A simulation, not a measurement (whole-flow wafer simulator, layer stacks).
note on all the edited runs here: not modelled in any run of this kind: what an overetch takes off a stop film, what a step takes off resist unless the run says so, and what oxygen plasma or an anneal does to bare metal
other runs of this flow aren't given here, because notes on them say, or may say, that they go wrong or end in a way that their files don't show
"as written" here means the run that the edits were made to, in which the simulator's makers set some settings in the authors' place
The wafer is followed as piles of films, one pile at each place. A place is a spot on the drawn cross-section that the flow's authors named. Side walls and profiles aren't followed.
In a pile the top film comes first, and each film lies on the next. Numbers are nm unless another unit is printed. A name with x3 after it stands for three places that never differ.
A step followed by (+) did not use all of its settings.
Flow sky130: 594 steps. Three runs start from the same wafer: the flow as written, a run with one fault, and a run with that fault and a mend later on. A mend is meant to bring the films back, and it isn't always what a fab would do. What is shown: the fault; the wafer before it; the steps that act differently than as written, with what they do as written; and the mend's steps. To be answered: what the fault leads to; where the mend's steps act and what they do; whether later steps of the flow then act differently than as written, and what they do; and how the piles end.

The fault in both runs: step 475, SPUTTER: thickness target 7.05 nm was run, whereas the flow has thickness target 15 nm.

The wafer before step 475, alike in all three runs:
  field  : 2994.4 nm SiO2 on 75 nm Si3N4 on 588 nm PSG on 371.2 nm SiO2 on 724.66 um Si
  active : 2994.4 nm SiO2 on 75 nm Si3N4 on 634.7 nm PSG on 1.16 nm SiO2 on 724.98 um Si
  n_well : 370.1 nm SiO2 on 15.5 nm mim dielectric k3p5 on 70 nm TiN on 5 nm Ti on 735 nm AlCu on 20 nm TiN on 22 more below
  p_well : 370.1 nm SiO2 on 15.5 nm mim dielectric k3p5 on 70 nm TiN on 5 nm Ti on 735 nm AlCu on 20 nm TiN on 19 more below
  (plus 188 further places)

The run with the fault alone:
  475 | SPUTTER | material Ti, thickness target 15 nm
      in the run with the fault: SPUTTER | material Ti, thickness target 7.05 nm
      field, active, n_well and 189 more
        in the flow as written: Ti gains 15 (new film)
        in the run with the fault: Ti gains 7.05 (new film)
  Steps further on in the flow that do not act as written (12 other steps are not shown; they differ only slightly, by no more than 2% or 0.5 nm, whichever is larger):
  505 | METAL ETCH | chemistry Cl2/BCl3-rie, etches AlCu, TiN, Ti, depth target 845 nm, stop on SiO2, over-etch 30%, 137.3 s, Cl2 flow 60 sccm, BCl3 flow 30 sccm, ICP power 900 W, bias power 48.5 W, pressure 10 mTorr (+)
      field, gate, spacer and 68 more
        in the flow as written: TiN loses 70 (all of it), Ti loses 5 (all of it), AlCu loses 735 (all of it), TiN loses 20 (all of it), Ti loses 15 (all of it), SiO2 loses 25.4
        in the run with the fault: TiN loses 70 (all of it), Ti loses 5 (all of it), AlCu loses 735 (all of it), TiN loses 20 (all of it), Ti loses 7.05 (all of it), SiO2 loses 26.1
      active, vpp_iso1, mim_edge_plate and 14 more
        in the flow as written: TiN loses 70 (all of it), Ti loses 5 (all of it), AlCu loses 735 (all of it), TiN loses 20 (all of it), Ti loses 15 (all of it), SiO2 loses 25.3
        in the run with the fault: TiN loses 70 (all of it), Ti loses 5 (all of it), AlCu loses 735 (all of it), TiN loses 20 (all of it), Ti loses 7.05 (all of it), SiO2 loses 26.1
  At n_well, p_well, gate_hv and 102 more, the piles at the end differ from the flow's by more than 2% or 0.5 nm, whichever is larger.
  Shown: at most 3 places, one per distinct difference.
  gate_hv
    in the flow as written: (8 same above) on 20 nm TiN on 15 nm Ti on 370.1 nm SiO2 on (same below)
    in the run with the fault: (8 same above) on 20 nm TiN on 7.05 nm Ti on 370.1 nm SiO2 on (same below)
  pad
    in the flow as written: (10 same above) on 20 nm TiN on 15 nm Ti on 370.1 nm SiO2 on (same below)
    in the run with the fault: (10 same above) on 20 nm TiN on 7.05 nm Ti on 370.1 nm SiO2 on (same below)
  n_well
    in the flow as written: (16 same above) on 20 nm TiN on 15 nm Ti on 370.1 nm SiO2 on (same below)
    in the run with the fault: (16 same above) on 20 nm TiN on 7.05 nm Ti on 370.1 nm SiO2 on (same below)

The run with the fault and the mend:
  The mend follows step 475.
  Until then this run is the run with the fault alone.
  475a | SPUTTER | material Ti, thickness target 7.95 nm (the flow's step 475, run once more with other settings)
      field, active, n_well and 189 more
        Ti gains 7.95
  None of the later steps of the flow acts differently than as written at any place that is followed.
  At every place that both follow, the piles at the end match the flow's.
